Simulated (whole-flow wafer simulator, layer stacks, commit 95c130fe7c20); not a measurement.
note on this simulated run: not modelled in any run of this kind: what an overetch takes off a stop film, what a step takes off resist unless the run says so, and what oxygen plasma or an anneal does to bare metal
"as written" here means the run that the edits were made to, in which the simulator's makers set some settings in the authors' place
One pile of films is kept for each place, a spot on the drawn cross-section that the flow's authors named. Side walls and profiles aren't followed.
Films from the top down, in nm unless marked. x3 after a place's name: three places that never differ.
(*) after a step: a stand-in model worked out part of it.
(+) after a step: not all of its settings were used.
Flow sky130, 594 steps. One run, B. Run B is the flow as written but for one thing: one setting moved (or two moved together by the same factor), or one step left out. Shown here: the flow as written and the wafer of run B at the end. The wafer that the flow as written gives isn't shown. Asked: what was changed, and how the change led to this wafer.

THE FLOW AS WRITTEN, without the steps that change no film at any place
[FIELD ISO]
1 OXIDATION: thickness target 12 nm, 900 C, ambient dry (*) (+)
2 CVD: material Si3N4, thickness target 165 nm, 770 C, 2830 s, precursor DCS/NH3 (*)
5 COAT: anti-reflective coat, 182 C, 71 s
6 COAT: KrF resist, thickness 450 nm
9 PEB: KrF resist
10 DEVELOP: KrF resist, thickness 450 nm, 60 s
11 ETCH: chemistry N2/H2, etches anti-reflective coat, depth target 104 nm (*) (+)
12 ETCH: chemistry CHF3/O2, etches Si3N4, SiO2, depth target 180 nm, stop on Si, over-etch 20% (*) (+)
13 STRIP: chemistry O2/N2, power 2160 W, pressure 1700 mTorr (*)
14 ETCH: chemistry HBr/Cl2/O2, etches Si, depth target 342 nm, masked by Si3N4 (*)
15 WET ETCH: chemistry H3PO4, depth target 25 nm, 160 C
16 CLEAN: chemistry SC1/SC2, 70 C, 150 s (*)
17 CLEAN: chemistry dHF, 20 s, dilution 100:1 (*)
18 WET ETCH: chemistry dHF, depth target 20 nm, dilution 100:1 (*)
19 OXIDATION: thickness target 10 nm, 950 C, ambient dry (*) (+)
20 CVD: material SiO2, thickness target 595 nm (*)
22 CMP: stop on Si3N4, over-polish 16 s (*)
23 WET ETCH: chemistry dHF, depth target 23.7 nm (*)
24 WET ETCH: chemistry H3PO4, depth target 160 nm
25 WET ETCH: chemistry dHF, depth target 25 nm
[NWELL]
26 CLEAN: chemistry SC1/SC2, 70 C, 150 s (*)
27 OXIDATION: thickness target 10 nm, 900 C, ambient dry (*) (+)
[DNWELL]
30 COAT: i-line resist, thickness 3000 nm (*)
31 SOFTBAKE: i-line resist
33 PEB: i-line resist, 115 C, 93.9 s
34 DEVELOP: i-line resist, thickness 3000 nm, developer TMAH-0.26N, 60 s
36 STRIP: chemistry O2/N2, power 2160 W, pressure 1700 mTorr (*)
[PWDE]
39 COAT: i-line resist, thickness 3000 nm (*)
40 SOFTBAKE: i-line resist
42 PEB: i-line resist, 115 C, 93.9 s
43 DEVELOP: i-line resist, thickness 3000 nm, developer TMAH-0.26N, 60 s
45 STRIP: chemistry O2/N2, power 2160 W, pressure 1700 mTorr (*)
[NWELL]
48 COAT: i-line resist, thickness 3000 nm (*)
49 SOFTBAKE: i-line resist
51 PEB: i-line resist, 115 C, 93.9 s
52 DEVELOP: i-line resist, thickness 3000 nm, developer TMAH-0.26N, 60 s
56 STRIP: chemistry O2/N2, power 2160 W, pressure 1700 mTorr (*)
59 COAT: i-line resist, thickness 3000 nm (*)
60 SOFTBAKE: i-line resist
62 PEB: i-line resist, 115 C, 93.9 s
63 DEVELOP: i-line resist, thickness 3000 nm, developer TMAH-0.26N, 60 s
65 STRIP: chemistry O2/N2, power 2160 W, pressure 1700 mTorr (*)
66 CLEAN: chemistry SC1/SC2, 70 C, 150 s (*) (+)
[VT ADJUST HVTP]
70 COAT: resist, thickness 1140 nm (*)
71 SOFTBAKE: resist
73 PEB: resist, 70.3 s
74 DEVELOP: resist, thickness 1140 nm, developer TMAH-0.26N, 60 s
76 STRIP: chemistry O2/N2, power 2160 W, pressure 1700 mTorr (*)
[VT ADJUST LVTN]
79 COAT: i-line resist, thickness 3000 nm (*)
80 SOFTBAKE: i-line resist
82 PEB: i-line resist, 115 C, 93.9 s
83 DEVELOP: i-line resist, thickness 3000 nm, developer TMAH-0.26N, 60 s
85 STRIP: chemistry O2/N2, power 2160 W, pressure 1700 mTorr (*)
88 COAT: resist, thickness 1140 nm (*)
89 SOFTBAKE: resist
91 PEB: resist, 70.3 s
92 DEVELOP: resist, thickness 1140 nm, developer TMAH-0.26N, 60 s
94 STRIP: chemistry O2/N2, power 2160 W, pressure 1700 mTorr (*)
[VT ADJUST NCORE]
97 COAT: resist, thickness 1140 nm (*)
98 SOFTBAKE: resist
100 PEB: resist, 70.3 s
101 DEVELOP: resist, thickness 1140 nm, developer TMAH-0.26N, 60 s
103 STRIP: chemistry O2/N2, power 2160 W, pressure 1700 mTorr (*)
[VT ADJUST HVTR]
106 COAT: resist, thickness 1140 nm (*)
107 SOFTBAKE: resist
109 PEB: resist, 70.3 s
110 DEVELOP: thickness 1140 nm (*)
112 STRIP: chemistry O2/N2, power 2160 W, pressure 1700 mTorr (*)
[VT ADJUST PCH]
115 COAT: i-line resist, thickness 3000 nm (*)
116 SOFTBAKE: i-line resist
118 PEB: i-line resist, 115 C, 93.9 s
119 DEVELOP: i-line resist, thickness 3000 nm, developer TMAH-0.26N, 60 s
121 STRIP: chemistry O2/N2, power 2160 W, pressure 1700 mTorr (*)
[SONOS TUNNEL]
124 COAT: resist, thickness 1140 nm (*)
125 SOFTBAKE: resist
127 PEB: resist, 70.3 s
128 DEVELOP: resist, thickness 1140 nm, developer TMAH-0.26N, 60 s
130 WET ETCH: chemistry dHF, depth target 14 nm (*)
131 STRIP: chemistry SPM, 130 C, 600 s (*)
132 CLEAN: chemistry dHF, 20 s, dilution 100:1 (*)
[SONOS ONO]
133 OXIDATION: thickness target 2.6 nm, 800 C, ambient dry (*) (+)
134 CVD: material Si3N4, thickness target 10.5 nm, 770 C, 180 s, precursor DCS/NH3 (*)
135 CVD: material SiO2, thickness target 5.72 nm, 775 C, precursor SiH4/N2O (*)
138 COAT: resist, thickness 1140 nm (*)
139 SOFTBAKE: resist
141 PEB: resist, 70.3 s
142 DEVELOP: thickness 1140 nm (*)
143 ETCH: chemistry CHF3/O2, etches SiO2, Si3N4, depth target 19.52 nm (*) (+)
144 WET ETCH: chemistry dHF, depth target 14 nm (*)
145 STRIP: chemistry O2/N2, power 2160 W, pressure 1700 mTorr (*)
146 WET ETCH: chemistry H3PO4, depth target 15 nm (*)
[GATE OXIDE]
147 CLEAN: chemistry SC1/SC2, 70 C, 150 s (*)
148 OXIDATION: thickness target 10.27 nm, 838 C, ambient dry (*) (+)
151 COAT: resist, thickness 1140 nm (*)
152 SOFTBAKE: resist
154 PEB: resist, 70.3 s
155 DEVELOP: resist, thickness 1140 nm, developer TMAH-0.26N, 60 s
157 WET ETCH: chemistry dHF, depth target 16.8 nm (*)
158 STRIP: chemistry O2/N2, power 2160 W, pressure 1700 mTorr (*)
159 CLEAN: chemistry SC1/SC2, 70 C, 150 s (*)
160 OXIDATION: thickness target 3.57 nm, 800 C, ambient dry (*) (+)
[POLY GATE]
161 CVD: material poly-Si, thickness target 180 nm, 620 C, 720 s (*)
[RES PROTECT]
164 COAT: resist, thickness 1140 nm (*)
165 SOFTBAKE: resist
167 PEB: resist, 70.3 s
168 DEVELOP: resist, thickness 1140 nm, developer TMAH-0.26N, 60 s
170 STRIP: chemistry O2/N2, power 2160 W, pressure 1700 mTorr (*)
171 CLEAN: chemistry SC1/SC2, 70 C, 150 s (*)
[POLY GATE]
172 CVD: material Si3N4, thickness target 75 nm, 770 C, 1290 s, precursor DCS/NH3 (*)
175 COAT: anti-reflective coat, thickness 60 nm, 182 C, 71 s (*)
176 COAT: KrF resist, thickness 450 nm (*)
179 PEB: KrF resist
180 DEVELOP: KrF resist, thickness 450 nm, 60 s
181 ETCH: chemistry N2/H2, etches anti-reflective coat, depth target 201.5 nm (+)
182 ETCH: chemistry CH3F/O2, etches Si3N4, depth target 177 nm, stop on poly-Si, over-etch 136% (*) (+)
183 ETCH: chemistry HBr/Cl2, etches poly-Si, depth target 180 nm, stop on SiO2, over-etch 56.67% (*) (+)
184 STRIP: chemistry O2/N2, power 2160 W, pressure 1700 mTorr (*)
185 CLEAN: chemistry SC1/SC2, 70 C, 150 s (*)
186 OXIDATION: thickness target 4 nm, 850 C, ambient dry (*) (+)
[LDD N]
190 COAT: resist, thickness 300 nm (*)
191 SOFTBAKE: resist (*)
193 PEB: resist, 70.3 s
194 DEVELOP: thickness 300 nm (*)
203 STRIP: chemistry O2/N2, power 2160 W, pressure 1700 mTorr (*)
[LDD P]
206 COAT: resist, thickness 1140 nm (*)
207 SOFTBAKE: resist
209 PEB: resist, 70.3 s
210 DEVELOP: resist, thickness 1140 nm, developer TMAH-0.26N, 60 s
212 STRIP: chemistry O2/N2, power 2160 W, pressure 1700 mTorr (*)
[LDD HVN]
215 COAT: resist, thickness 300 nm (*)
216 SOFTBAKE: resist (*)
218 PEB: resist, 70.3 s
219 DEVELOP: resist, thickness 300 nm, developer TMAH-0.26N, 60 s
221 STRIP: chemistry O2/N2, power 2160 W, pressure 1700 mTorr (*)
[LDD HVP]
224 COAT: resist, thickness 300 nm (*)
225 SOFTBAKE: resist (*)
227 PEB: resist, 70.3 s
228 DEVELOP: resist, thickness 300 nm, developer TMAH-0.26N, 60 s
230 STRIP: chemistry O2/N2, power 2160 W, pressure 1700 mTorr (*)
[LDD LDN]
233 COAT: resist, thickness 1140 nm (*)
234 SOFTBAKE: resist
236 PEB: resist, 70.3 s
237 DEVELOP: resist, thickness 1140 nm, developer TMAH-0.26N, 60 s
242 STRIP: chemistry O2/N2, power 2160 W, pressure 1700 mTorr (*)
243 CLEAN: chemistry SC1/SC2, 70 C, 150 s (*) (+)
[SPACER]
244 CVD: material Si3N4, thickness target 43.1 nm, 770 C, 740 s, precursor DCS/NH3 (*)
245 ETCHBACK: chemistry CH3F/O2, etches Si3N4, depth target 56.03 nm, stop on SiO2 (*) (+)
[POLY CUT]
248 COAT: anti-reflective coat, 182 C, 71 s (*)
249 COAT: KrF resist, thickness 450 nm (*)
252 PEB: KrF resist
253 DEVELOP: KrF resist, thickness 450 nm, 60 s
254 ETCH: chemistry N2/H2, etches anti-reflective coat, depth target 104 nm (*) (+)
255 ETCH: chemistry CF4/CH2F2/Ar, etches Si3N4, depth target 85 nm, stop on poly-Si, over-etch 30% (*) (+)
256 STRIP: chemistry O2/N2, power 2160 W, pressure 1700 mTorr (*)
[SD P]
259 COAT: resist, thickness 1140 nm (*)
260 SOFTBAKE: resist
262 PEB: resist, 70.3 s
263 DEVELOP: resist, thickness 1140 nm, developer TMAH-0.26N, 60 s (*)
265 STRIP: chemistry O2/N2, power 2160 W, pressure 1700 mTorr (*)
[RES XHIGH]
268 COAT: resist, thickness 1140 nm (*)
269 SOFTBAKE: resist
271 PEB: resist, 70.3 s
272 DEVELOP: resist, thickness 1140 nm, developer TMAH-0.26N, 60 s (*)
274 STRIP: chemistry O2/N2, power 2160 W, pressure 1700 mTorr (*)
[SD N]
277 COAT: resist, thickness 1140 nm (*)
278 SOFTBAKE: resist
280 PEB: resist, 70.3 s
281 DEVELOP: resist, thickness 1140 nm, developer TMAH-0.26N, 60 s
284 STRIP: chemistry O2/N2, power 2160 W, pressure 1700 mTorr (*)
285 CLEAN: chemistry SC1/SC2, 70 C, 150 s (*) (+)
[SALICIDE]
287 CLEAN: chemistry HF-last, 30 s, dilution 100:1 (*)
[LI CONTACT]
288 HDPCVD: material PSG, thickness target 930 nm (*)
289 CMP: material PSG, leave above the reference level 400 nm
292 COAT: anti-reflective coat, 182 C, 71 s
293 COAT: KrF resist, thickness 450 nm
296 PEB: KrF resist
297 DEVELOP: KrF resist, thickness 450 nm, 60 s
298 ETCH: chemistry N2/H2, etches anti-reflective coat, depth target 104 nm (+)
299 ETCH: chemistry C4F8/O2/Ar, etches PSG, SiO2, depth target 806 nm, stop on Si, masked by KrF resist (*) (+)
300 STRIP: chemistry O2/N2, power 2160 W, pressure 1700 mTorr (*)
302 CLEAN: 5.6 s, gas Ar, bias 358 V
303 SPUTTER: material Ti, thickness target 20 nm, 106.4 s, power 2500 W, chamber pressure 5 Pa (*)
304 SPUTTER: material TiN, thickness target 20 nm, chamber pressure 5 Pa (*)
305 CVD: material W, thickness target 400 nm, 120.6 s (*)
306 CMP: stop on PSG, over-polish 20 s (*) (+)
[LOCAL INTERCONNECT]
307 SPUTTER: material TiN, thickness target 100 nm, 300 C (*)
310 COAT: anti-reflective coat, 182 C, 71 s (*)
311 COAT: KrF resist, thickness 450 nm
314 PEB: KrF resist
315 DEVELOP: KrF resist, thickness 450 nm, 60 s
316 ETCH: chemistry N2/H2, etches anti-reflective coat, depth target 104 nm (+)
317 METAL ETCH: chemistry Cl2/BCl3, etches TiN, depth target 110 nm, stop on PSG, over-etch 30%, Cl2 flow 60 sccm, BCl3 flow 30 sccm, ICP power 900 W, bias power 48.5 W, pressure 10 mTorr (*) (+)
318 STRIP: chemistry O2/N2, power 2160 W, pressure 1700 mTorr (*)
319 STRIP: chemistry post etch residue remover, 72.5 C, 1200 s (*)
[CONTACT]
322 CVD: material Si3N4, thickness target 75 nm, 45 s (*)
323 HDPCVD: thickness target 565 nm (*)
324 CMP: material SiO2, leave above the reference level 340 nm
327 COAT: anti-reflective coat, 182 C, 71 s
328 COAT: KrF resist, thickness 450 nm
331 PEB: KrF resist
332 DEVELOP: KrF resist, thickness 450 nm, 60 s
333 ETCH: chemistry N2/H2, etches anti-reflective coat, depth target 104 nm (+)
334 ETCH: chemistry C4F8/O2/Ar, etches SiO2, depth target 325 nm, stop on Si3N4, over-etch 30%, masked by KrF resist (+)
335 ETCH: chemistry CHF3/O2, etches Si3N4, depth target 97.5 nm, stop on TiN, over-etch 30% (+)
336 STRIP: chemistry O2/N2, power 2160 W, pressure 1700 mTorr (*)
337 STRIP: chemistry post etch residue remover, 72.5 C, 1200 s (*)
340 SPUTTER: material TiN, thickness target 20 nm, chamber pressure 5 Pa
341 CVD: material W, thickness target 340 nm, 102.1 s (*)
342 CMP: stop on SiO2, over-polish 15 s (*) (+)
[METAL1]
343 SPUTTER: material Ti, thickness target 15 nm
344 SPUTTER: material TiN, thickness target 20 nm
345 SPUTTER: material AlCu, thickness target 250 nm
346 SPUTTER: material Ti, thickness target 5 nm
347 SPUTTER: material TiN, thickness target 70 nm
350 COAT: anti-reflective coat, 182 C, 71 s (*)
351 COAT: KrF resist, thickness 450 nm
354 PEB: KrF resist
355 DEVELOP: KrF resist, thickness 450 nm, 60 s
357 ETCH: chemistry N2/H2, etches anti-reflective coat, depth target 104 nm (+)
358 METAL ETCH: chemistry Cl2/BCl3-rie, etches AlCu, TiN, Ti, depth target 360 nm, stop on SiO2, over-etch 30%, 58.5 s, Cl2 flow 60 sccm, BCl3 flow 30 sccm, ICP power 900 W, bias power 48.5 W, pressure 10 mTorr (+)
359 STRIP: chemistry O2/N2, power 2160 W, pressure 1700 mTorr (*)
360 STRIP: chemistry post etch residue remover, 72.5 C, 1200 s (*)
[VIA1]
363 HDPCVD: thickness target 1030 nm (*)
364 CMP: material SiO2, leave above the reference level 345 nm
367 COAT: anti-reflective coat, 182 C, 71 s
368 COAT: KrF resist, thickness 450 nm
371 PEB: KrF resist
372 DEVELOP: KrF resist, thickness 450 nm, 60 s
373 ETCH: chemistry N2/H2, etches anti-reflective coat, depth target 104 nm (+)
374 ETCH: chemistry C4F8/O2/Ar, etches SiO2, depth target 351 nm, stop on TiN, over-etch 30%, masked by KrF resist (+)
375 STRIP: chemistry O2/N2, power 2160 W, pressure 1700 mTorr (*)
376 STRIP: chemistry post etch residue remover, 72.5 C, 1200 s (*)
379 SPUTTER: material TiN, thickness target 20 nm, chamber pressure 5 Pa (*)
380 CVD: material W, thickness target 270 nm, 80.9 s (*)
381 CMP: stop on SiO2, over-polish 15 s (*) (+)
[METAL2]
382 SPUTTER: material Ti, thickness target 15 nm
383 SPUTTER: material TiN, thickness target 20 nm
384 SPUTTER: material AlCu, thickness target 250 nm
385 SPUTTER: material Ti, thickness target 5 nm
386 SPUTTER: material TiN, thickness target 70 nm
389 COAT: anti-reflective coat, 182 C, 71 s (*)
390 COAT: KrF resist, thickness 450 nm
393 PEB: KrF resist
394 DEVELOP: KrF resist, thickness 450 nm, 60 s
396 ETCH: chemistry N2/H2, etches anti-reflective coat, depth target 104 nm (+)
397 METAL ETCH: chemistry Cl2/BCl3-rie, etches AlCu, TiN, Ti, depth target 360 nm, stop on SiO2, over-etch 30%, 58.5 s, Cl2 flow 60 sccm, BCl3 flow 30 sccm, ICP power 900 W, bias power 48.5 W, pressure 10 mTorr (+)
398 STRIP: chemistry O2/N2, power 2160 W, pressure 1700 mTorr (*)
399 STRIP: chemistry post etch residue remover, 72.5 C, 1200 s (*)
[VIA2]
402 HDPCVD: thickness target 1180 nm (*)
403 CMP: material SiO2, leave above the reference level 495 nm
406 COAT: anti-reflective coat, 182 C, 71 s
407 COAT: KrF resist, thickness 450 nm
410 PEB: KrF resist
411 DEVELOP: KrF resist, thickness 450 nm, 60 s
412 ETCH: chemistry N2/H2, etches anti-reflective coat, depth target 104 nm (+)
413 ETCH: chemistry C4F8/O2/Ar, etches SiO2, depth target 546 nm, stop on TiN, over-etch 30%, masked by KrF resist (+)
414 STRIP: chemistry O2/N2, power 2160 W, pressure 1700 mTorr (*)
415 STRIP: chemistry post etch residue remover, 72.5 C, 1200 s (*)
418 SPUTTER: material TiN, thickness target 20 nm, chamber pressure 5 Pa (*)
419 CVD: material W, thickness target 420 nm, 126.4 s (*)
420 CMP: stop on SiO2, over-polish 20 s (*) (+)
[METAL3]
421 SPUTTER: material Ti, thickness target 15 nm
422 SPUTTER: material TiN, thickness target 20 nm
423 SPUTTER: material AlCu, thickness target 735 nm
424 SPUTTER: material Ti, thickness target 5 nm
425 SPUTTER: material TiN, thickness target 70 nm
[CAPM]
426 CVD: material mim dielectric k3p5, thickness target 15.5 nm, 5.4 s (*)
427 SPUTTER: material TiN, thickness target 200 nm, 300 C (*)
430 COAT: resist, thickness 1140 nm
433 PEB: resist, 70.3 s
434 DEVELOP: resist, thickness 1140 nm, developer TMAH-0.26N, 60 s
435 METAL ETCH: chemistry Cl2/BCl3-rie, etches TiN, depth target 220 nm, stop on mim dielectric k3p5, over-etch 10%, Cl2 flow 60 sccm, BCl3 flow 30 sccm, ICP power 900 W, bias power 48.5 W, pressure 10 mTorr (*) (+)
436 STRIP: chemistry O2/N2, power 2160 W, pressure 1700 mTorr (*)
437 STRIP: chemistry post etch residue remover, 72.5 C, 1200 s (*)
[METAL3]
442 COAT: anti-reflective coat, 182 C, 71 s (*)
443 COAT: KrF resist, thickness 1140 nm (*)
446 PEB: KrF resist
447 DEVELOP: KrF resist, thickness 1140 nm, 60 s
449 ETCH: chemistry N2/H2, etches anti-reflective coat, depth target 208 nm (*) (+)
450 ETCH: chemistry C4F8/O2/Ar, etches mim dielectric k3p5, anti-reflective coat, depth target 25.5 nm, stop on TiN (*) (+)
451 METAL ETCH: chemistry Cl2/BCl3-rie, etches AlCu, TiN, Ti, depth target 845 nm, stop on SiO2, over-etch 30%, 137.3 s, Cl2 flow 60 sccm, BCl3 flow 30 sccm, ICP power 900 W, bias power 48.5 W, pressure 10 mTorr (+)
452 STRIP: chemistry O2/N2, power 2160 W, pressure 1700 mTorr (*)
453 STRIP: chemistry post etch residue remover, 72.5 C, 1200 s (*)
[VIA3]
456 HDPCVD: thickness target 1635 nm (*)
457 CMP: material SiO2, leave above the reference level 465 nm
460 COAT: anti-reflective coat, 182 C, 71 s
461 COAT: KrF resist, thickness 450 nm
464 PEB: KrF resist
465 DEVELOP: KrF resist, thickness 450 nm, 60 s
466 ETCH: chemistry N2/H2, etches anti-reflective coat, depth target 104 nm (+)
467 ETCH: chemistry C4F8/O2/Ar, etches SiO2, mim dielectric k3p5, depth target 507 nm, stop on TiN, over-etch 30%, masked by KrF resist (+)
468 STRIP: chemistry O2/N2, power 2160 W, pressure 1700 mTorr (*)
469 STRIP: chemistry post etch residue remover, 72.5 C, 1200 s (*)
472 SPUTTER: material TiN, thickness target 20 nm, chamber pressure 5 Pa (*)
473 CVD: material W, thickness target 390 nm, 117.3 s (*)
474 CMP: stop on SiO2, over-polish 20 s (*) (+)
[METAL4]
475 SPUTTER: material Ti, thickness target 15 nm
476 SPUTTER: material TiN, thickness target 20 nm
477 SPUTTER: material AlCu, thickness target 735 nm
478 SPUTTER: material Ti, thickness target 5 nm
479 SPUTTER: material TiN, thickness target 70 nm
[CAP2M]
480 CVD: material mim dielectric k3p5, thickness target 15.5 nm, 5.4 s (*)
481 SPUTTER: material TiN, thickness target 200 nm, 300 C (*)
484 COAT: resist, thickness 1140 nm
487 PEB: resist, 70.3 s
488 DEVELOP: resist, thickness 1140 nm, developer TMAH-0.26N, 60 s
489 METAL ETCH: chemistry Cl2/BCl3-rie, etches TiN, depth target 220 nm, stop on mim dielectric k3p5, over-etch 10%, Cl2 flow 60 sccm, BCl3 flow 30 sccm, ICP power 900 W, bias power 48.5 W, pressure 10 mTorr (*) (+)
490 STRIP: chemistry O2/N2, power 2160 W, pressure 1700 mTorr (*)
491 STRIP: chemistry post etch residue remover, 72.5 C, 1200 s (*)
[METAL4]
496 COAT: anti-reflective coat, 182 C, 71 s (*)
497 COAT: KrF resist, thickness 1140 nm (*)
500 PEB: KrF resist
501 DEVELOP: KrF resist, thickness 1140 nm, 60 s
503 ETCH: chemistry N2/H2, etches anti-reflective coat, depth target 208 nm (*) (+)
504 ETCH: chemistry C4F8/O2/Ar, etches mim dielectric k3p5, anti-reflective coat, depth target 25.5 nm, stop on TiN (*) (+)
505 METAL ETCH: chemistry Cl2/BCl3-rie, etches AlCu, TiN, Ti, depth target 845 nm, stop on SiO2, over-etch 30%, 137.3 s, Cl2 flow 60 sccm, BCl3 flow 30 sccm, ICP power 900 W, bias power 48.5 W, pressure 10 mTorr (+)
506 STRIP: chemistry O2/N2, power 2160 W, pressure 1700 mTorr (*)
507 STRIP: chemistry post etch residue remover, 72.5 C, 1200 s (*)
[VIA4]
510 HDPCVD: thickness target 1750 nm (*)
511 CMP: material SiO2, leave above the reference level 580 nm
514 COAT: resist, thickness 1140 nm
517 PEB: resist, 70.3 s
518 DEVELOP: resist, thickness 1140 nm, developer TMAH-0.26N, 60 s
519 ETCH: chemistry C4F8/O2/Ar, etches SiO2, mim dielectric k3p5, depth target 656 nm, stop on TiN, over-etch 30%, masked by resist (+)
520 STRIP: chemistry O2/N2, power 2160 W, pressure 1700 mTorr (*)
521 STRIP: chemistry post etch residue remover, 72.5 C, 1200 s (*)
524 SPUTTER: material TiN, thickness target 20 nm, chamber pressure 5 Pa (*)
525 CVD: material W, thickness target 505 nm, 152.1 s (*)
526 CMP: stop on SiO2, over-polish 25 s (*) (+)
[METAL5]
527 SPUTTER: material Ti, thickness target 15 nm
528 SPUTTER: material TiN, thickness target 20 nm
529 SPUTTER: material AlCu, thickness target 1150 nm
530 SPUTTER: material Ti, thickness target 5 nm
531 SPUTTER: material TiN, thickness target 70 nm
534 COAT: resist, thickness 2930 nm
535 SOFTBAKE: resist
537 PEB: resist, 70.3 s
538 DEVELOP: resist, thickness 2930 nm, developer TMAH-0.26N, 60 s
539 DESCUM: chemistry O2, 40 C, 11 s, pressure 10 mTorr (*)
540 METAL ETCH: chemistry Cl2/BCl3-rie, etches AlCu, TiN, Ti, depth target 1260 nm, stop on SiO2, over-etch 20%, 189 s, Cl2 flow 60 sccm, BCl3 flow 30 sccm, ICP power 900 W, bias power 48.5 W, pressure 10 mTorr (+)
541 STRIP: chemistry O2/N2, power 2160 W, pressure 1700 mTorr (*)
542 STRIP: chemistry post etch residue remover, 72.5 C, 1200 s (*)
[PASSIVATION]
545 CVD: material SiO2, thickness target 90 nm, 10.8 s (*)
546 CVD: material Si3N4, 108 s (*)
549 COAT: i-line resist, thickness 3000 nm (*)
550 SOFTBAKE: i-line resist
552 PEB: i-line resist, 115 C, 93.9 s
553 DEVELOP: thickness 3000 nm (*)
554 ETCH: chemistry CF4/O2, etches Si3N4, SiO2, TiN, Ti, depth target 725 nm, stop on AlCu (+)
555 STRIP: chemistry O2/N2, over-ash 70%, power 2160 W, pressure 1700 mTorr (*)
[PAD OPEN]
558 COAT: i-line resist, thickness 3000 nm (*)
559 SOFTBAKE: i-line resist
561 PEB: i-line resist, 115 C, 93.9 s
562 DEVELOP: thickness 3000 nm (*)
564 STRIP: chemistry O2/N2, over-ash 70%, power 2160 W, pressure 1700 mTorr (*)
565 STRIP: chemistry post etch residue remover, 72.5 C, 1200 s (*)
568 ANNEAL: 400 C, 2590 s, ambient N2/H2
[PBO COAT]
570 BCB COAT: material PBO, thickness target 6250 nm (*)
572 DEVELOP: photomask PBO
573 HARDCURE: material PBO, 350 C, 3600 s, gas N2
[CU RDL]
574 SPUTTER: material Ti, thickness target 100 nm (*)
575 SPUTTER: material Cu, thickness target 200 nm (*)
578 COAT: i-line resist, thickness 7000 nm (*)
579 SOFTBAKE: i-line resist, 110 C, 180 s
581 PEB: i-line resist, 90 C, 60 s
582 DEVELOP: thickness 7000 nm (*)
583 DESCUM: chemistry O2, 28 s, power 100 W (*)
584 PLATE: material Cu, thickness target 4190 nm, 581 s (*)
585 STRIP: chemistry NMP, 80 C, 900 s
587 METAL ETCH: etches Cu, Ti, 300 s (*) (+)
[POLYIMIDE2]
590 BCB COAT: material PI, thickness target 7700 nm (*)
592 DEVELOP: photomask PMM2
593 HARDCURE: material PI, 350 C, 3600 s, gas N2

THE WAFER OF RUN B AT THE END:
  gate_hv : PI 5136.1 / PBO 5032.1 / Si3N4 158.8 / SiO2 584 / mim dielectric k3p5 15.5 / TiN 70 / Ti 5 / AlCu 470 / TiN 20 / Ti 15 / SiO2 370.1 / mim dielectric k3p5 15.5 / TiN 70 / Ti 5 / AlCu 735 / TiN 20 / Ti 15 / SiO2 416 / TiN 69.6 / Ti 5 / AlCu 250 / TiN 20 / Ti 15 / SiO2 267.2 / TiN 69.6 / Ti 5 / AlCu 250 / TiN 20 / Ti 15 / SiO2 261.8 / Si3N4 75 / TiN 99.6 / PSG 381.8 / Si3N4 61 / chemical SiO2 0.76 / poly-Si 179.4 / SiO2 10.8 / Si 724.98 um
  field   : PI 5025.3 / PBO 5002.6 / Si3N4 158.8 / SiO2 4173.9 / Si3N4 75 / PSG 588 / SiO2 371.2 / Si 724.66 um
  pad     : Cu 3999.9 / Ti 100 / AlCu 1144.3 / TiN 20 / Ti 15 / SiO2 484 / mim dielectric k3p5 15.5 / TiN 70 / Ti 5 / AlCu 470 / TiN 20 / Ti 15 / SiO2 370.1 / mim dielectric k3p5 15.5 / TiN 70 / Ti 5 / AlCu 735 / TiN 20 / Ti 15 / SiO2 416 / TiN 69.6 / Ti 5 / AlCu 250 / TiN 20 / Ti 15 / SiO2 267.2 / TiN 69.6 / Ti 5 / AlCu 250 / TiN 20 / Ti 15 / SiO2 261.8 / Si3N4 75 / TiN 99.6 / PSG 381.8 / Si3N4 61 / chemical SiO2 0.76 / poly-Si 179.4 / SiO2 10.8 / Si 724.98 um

The cause: step 477, SPUTTER: thickness target 470 nm was run, where the flow has thickness target 735 nm.
It can be read off the wafer: gate_hv has AlCu 470, and step 477 as written asks for 735 nm.

How the change led to this, step by step:
  477 SPUTTER: material AlCu, thickness target 735 nm
      field, active, n_well and 189 more: AlCu +470 (new film) (as written it would be: AlCu +735 (new film))
  505 METAL ETCH: chemistry Cl2/BCl3-rie, etches AlCu, TiN, Ti, depth target 845 nm, stop on SiO2, over-etch 30%, 137.3 s, Cl2 flow 60 sccm, BCl3 flow 30 sccm, ICP power 900 W, bias power 48.5 W, pressure 10 mTorr (+)
      field, gate, spacer and 68 more: TiN -70 (all of it), Ti -5 (all of it), AlCu -470 (all of it), TiN -20 (all of it), Ti -15 (all of it), SiO2 -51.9 (as written it would be: TiN -70 (all of it), Ti -5 (all of it), AlCu -735 (all of it), TiN -20 (all of it), Ti -15 (all of it), SiO2 -25.4)
      active, vpp_iso1, m1_ln and 13 more: TiN -70 (all of it), Ti -5 (all of it), AlCu -470 (all of it), TiN -20 (all of it), Ti -15 (all of it), SiO2 -51.8 (as written it would be: TiN -70 (all of it), Ti -5 (all of it), AlCu -735 (all of it), TiN -20 (all of it), Ti -15 (all of it), SiO2 -25.3)
      (and at 1 more place)
  511 CMP: material SiO2, leave above the reference level 580 nm
      field, active, gate and 77 more: SiO2 -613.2 (as written it would be: SiO2 -374.7)
      iso_guard__w1, mim_edge_gap, vpp_m3ln, rpm_encl, via2_enc, rpm_encl_psd, iso_guard_nsd_tip: SiO2 -613.1 (as written it would be: SiO2 -374.6)
      (and at 1 more place)
